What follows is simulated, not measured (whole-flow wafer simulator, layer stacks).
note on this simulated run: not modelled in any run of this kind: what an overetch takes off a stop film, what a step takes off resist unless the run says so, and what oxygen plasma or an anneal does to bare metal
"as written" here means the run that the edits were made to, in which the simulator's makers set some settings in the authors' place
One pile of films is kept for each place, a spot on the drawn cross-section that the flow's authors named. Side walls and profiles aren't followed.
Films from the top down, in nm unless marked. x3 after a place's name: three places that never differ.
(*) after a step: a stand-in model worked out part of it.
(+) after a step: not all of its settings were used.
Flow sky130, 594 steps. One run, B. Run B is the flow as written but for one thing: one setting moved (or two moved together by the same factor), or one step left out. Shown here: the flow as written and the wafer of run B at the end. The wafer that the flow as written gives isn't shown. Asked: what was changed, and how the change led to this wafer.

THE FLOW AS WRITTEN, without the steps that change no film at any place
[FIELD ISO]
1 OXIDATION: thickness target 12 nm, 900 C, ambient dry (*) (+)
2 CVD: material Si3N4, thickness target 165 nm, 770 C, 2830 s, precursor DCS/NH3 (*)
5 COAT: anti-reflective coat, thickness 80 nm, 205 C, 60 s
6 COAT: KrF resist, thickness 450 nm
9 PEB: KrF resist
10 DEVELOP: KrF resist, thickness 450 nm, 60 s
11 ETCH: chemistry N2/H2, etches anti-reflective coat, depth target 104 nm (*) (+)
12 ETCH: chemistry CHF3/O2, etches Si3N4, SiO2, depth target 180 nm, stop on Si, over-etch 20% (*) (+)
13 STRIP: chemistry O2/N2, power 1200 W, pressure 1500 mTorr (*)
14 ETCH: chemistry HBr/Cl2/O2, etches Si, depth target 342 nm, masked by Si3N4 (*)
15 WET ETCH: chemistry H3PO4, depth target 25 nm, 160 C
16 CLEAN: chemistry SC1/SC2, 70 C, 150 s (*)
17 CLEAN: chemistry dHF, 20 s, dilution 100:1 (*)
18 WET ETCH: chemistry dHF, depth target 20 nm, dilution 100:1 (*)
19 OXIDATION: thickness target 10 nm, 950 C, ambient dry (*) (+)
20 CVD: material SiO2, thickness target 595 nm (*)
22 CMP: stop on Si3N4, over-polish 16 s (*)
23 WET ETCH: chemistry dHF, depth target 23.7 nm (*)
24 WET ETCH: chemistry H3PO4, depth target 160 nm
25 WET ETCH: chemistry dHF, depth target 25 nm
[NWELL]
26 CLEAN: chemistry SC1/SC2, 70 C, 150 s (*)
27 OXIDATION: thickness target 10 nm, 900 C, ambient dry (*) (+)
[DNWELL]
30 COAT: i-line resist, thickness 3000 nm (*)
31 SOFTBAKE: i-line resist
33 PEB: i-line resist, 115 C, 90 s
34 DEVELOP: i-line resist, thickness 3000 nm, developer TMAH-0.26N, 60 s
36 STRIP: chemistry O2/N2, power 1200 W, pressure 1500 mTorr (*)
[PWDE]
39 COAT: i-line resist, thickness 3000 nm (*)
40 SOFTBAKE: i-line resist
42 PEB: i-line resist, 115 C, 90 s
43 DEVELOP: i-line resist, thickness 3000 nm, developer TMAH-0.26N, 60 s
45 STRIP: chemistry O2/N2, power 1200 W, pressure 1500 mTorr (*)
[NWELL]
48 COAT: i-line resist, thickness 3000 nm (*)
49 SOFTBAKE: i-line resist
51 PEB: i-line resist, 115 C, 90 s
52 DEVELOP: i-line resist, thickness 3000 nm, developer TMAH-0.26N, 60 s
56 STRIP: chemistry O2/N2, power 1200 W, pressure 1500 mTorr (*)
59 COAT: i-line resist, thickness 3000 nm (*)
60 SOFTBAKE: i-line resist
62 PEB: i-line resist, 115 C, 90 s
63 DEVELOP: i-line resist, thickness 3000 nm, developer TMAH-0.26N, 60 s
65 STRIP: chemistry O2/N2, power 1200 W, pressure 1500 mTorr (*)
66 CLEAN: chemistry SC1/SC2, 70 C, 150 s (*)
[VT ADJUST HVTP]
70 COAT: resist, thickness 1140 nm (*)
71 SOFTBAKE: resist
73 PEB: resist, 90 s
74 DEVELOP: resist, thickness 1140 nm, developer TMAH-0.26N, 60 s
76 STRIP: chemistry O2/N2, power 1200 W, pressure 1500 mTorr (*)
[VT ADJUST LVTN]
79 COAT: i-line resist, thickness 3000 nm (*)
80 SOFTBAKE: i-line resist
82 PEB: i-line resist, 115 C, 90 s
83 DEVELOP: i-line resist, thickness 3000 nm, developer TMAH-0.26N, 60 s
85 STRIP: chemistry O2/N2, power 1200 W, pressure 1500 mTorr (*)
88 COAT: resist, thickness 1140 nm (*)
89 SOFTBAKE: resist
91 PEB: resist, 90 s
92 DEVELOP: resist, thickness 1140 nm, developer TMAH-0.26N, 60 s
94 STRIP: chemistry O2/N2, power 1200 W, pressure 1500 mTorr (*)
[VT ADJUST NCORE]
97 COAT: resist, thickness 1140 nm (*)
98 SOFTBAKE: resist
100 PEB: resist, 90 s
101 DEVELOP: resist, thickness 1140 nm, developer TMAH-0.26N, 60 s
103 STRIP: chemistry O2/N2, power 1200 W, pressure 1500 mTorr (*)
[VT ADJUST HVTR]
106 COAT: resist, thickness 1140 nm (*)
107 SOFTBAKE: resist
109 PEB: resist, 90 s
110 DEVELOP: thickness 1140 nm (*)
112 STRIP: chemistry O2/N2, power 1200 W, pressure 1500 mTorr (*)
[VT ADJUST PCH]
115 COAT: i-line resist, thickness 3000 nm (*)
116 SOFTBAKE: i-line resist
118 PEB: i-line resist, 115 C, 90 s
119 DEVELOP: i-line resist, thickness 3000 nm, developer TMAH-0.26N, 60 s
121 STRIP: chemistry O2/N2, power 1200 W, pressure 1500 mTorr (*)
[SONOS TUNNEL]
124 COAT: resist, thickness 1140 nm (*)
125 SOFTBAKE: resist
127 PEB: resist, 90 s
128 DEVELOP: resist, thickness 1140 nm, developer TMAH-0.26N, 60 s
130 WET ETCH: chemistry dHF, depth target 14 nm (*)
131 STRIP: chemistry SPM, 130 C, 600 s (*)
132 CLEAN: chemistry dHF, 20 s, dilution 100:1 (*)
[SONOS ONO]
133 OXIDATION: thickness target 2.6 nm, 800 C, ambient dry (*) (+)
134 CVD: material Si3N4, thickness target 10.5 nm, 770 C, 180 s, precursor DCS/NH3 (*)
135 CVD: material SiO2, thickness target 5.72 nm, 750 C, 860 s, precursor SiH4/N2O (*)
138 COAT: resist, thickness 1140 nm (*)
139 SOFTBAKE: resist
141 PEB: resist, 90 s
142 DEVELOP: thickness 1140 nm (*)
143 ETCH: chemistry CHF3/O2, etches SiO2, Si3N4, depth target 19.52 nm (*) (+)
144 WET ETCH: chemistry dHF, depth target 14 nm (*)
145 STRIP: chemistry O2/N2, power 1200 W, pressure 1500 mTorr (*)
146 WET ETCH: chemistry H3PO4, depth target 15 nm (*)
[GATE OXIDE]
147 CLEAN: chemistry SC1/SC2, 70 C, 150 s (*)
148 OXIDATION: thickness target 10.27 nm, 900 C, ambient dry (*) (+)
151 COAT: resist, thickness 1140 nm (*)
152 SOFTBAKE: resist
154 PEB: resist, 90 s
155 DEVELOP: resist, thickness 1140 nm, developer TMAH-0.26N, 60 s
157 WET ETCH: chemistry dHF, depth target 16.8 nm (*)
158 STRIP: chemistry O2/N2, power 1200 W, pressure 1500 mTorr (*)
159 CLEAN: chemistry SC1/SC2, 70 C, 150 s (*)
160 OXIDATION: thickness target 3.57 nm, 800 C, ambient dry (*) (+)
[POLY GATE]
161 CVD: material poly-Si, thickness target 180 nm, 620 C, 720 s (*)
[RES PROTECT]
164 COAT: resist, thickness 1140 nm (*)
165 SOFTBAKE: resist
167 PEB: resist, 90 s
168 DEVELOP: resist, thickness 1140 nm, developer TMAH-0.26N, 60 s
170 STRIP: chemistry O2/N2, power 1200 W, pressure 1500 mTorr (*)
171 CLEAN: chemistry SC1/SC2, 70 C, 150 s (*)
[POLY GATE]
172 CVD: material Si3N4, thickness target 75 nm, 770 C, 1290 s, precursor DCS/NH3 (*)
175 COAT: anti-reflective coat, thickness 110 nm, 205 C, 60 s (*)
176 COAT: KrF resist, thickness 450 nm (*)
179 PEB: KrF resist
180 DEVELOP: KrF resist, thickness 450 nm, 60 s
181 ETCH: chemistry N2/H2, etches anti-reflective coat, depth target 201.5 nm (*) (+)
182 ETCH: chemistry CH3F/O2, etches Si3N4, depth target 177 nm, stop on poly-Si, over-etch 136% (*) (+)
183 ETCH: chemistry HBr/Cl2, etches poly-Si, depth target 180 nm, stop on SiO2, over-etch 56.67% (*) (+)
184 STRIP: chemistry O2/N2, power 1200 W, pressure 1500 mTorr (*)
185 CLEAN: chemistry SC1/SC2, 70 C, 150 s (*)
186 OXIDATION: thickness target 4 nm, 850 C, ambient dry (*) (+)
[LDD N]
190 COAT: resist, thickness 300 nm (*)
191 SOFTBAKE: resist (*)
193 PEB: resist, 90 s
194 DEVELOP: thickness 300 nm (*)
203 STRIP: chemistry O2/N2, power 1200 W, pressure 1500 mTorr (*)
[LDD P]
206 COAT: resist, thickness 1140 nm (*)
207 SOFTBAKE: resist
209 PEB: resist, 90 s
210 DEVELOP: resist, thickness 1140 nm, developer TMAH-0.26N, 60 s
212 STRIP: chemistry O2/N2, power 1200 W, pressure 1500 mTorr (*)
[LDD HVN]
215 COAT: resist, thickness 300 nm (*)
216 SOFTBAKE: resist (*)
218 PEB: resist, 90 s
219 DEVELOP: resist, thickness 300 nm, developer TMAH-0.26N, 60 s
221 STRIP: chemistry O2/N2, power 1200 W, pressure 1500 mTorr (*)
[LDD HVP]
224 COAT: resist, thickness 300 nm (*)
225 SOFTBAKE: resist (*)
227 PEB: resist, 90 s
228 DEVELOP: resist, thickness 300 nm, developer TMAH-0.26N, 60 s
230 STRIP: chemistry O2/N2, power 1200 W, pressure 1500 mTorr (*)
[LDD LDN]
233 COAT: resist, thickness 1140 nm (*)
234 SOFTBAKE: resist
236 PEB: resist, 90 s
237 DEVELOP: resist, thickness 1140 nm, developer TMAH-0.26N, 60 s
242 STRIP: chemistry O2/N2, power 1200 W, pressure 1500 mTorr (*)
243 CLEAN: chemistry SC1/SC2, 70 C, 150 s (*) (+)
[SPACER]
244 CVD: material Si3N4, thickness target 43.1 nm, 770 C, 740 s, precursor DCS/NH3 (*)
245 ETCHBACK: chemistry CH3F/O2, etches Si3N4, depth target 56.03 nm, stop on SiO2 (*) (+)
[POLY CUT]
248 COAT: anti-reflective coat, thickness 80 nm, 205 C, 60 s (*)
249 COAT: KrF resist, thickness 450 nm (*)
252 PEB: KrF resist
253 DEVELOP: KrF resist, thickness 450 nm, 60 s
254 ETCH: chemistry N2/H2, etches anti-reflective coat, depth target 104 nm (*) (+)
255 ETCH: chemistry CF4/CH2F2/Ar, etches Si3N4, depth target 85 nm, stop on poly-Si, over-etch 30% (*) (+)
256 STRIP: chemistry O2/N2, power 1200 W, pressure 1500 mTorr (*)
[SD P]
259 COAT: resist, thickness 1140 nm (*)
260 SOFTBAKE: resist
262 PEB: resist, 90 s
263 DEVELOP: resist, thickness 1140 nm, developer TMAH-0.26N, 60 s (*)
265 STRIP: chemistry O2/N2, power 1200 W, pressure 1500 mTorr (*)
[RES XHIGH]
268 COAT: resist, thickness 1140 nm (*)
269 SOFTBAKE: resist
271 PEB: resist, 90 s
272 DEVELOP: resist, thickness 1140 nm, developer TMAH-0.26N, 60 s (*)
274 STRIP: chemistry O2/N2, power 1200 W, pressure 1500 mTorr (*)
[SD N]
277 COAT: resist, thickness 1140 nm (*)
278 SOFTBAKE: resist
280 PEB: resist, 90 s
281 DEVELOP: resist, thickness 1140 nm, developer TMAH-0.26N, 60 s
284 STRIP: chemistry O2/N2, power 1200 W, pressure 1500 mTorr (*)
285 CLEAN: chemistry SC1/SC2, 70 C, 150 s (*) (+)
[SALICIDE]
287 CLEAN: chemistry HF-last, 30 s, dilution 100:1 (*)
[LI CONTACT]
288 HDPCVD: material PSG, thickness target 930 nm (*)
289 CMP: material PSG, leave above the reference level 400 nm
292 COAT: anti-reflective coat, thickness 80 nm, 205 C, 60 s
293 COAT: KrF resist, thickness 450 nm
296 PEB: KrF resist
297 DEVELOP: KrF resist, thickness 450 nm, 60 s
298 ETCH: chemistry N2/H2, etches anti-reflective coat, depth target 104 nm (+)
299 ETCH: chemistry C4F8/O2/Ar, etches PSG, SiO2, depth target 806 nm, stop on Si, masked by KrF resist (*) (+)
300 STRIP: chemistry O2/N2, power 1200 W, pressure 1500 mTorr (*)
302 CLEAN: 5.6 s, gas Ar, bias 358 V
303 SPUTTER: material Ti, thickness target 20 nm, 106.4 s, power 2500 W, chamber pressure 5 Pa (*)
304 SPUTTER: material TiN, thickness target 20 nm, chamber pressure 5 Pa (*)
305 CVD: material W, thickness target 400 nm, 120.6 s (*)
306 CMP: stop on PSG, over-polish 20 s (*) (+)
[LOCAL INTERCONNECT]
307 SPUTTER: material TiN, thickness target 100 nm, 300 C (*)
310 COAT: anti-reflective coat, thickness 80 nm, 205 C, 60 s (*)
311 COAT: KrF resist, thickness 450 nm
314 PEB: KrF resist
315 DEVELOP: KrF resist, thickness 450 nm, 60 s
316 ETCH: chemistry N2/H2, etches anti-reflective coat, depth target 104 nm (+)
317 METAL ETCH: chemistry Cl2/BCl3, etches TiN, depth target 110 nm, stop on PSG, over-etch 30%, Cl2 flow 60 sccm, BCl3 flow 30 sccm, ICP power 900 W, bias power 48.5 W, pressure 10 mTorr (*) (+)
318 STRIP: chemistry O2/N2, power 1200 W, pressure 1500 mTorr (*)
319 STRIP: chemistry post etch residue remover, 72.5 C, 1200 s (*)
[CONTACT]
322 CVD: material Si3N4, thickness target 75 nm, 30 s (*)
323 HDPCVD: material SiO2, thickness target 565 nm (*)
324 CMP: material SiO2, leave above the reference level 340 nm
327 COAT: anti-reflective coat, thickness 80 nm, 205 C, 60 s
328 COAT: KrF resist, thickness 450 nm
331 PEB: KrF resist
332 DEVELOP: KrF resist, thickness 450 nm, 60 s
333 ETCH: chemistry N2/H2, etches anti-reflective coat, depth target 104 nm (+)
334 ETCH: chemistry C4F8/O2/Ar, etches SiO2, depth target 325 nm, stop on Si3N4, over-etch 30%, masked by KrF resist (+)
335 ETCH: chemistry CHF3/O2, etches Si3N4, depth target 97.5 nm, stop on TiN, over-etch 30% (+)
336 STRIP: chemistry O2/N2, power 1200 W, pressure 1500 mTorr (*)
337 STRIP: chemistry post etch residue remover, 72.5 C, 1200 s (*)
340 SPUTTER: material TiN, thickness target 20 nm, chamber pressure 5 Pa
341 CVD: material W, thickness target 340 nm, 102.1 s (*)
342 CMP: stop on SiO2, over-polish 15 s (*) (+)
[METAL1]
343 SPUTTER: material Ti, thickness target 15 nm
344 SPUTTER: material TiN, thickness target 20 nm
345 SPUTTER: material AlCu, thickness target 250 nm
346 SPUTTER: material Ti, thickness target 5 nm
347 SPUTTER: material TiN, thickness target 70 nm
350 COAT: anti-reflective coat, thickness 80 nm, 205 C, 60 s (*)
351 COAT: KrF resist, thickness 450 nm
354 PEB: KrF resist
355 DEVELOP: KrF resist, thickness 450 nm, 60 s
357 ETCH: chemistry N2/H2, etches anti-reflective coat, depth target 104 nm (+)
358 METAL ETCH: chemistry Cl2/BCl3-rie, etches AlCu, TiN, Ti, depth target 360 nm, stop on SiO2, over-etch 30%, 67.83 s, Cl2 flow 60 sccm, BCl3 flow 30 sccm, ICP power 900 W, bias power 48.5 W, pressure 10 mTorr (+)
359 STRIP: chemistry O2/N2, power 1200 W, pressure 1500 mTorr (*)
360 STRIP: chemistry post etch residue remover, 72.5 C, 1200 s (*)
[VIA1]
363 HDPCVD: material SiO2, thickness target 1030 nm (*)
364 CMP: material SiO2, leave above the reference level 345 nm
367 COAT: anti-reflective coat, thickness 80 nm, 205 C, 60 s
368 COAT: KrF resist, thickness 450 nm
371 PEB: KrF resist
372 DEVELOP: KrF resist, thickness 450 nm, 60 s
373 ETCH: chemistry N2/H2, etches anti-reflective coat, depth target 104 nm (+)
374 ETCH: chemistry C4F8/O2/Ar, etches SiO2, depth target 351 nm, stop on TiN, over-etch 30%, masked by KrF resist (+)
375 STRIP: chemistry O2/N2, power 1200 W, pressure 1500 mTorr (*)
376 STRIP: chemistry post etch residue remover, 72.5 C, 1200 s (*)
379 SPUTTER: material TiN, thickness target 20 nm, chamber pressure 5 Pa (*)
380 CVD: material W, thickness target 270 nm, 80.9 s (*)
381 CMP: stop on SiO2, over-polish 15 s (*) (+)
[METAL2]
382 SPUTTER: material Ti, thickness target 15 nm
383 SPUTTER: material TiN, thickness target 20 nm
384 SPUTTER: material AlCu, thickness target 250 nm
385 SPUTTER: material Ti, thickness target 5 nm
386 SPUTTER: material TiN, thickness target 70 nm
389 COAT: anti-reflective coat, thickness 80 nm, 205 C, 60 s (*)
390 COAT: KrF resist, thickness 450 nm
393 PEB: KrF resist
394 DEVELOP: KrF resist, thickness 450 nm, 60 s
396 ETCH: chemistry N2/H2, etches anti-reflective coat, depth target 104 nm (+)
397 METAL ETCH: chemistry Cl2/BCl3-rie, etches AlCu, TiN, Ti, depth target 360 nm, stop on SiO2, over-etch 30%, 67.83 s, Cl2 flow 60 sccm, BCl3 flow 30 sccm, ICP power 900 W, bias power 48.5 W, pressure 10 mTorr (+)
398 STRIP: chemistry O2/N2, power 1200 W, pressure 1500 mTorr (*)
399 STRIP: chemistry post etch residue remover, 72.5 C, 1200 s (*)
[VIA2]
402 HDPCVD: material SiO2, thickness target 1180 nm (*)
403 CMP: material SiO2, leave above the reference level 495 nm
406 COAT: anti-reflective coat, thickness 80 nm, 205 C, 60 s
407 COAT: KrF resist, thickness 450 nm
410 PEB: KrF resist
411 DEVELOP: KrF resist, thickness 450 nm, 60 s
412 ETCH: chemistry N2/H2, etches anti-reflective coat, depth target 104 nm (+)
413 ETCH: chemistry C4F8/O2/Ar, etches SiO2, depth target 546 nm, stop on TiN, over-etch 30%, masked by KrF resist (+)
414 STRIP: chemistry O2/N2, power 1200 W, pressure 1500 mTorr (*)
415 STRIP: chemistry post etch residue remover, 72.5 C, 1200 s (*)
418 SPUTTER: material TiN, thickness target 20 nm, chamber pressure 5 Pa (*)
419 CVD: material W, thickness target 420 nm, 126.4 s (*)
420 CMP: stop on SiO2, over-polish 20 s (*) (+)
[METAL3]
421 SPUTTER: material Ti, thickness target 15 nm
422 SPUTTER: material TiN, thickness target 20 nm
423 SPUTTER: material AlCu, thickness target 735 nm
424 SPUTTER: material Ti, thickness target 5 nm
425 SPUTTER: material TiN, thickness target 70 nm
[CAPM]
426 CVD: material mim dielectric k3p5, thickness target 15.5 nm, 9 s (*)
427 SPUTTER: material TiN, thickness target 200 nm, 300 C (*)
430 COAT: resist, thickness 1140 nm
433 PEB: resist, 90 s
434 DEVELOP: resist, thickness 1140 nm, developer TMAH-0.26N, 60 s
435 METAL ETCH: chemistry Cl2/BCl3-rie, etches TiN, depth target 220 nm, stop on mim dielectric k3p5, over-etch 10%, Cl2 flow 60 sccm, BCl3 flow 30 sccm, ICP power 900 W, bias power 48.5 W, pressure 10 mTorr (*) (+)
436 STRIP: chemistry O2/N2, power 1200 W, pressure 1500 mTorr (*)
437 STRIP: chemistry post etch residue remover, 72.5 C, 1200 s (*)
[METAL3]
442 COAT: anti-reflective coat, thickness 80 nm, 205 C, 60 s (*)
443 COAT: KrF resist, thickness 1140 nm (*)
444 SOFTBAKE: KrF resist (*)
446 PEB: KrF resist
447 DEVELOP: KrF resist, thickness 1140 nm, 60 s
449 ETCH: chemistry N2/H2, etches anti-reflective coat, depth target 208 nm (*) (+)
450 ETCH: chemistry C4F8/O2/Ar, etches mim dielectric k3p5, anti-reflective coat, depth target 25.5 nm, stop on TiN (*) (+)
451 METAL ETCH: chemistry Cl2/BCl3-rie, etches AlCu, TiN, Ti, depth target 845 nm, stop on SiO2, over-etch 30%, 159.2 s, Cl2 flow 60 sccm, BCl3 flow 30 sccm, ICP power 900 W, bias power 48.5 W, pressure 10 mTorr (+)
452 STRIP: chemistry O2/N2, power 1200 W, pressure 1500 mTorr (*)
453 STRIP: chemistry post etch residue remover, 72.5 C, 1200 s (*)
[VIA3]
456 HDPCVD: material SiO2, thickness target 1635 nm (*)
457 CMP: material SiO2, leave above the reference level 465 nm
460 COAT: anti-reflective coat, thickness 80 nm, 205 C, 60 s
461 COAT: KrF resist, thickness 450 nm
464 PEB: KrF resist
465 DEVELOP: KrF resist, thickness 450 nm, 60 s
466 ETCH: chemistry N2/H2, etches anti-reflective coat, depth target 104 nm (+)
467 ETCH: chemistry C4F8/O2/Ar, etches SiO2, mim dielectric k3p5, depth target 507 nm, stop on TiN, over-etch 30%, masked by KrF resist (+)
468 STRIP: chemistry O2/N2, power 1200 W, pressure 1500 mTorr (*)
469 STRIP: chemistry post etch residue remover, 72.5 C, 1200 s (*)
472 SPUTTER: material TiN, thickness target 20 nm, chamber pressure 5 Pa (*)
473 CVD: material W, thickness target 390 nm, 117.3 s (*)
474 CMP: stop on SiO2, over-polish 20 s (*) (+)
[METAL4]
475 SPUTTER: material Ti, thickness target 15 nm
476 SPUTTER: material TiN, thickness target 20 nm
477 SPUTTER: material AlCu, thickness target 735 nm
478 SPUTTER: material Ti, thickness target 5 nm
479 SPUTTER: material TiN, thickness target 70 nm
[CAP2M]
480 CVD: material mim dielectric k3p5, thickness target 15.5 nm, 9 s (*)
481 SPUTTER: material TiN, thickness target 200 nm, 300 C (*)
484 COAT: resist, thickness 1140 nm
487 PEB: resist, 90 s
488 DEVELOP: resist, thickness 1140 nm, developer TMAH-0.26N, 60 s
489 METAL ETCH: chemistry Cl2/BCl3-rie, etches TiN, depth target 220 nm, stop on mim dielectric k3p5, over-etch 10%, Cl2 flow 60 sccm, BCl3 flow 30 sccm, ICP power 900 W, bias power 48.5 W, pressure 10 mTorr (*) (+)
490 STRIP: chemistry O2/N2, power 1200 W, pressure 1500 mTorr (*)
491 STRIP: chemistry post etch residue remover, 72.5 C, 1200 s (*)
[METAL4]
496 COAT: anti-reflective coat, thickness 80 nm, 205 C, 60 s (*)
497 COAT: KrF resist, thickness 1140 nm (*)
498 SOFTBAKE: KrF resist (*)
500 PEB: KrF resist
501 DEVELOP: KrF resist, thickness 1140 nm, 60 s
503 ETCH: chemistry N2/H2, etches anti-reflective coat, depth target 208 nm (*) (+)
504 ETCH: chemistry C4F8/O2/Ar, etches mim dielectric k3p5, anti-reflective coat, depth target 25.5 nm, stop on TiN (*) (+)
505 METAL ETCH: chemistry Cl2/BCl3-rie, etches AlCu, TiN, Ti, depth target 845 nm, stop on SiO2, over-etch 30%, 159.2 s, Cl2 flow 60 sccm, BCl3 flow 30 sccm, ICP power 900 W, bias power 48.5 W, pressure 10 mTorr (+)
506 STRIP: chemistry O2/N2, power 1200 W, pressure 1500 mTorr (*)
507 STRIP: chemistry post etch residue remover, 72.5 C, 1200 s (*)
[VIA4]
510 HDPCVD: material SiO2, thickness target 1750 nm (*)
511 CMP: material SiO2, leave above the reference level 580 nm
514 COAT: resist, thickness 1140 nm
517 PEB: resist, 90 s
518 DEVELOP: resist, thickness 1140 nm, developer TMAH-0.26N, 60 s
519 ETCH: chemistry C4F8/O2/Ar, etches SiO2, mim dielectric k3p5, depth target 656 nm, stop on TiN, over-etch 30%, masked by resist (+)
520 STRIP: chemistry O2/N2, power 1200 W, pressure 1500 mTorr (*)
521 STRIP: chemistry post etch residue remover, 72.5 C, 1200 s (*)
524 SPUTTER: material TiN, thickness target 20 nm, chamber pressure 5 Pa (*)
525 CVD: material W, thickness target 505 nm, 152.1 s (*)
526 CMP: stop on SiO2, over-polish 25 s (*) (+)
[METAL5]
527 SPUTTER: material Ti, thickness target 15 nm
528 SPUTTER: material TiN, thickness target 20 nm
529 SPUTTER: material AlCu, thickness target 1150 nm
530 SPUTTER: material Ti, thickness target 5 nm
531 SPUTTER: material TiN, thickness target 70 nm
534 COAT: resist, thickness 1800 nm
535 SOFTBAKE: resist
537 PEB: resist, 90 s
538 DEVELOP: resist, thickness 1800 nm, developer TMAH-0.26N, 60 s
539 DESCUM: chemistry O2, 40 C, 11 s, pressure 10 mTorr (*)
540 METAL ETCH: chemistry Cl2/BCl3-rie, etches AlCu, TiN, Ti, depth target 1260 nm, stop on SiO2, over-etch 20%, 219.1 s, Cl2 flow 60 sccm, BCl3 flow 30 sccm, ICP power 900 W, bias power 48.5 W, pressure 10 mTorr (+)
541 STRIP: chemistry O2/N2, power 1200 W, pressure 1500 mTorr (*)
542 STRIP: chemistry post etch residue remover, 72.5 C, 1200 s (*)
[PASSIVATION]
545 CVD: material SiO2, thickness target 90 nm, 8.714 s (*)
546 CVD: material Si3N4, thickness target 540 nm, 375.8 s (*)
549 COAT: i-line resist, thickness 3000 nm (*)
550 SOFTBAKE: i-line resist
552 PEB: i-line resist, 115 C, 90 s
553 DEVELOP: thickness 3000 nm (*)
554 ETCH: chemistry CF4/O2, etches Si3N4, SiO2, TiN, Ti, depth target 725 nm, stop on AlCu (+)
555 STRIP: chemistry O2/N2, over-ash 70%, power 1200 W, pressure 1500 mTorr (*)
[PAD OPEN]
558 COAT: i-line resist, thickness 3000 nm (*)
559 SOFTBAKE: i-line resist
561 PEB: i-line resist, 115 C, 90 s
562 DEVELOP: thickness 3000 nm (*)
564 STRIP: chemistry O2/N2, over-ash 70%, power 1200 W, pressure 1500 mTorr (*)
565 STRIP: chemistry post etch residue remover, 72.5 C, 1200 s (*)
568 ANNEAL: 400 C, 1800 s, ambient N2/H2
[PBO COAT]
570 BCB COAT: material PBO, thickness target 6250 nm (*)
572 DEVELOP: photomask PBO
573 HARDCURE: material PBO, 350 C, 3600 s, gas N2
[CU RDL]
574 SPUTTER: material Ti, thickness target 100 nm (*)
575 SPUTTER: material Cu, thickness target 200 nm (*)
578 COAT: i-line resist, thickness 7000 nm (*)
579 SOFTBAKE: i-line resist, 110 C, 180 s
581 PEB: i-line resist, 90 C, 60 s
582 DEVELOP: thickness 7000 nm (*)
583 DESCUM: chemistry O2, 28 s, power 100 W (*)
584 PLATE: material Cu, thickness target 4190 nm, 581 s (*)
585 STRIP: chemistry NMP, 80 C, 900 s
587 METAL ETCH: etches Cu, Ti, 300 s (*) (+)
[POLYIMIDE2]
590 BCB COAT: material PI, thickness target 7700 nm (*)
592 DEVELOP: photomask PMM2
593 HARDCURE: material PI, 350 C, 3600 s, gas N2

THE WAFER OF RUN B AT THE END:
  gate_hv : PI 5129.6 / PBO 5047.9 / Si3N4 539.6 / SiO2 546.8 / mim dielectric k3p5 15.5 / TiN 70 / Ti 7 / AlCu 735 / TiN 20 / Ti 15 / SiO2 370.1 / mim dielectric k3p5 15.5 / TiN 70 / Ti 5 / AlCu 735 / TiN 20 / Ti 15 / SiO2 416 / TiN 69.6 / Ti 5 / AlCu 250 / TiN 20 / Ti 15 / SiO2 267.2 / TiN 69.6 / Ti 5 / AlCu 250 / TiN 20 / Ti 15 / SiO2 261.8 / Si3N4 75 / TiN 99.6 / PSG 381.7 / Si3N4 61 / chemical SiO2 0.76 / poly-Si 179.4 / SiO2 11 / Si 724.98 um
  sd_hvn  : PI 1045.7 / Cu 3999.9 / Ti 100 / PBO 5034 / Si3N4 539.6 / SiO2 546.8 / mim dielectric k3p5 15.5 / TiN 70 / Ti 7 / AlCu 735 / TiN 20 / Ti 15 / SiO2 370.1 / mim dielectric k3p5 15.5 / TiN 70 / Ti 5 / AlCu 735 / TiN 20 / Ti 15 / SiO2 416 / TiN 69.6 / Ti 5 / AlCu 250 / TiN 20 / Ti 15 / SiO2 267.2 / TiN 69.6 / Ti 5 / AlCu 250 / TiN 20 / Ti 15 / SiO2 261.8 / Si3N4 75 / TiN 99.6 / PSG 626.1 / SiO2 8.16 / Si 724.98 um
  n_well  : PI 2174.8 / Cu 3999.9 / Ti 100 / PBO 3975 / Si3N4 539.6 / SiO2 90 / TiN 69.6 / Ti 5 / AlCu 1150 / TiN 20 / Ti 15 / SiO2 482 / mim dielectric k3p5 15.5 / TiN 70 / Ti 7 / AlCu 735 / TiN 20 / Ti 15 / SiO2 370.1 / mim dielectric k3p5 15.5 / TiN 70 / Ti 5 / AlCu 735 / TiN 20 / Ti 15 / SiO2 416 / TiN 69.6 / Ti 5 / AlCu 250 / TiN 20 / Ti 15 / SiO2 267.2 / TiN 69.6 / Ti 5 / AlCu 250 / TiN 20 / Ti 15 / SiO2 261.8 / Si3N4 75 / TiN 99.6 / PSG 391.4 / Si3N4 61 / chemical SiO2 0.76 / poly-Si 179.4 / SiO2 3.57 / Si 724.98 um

The cause: step 478, SPUTTER: thickness target 7 nm was run, where the flow has thickness target 5 nm.
It can be read off the wafer: gate_hv has Ti 7, and step 478 as written asks for 5 nm.

How the change led to this, step by step:
  478 SPUTTER: material Ti, thickness target 5 nm
      field, active, n_well and 189 more: Ti +7 (new film) (as written it would be: Ti +5 (new film))
  505 METAL ETCH: chemistry Cl2/BCl3-rie, etches AlCu, TiN, Ti, depth target 845 nm, stop on SiO2, over-etch 30%, 159.2 s, Cl2 flow 60 sccm, BCl3 flow 30 sccm, ICP power 900 W, bias power 48.5 W, pressure 10 mTorr (+)
      field, active, gate and 66 more: TiN -70 (all of it), Ti -7 (all of it), AlCu -735 (all of it), TiN -20 (all of it), Ti -15 (all of it), SiO2 -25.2 (as written it would be: TiN -70 (all of it), Ti -5 (all of it), AlCu -735 (all of it), TiN -20 (all of it), Ti -15 (all of it), SiO2 -25.4)
      vpp_iso1, m1_ln, rpo_hd and 6 more: TiN -70 (all of it), Ti -7 (all of it), AlCu -735 (all of it), TiN -20 (all of it), Ti -15 (all of it), SiO2 -25.1 (as written it would be: TiN -70 (all of it), Ti -5 (all of it), AlCu -735 (all of it), TiN -20 (all of it), Ti -15 (all of it), SiO2 -25.3)
      (and at 10 more places)
